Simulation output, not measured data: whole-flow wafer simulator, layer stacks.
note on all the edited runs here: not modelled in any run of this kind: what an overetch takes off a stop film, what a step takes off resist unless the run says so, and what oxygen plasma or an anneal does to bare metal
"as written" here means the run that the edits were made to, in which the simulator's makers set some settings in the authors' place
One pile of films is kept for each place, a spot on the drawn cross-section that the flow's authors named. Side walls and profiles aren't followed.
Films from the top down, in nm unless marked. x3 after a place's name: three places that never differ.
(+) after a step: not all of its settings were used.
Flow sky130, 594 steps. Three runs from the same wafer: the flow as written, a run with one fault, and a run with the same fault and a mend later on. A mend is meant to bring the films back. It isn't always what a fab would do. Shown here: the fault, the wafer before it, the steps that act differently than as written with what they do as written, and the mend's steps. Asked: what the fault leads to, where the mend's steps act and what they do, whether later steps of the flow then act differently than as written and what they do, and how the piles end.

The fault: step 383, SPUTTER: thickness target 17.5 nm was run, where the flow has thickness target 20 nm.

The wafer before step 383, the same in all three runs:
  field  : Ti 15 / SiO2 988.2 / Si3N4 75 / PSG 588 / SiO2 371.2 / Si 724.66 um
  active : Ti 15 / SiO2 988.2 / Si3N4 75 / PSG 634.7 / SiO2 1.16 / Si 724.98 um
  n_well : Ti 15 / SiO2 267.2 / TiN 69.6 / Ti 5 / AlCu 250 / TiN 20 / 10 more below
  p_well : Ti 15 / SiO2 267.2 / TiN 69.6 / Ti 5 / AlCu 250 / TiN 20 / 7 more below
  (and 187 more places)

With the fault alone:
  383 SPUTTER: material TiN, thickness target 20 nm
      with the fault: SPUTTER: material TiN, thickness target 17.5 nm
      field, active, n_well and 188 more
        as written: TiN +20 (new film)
        with the fault: TiN +17.5 (new film)
  Later steps of the flow that act differently than as written (1 more step differs only slightly, by at most 2% or 0.5 nm, whichever is larger, and isn't shown):
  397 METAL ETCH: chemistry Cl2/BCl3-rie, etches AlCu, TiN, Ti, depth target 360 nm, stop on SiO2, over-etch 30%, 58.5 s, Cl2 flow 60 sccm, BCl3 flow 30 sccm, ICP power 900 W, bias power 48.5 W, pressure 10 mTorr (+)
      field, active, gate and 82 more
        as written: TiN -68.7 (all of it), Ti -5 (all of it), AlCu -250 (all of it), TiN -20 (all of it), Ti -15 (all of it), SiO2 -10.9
        with the fault: TiN -68.7 (all of it), Ti -5 (all of it), AlCu -250 (all of it), TiN -17.5 (all of it), Ti -15 (all of it), SiO2 -11.2
  At the end the piles differ from the flow's by more than 2% or 0.5 nm, whichever is larger, at n_well, p_well, gate_hv and 103 more.
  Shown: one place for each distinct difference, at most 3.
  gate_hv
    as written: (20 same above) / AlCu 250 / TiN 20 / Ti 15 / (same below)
    with the fault: (20 same above) / AlCu 250 / TiN 17.5 / Ti 15 / (same below)
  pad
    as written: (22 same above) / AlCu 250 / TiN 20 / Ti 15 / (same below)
    with the fault: (22 same above) / AlCu 250 / TiN 17.5 / Ti 15 / (same below)
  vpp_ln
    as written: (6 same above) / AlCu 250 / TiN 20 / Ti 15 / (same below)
    with the fault: (6 same above) / AlCu 250 / TiN 17.5 / Ti 15 / (same below)

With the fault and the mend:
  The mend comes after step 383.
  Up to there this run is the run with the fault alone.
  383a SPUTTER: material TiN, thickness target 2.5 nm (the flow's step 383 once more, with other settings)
      field, active, n_well and 188 more
        TiN +2.5
  No later step of the flow acts differently than as written at any place that is followed.
  At the end the piles are the same as the flow's at every place that both follow.
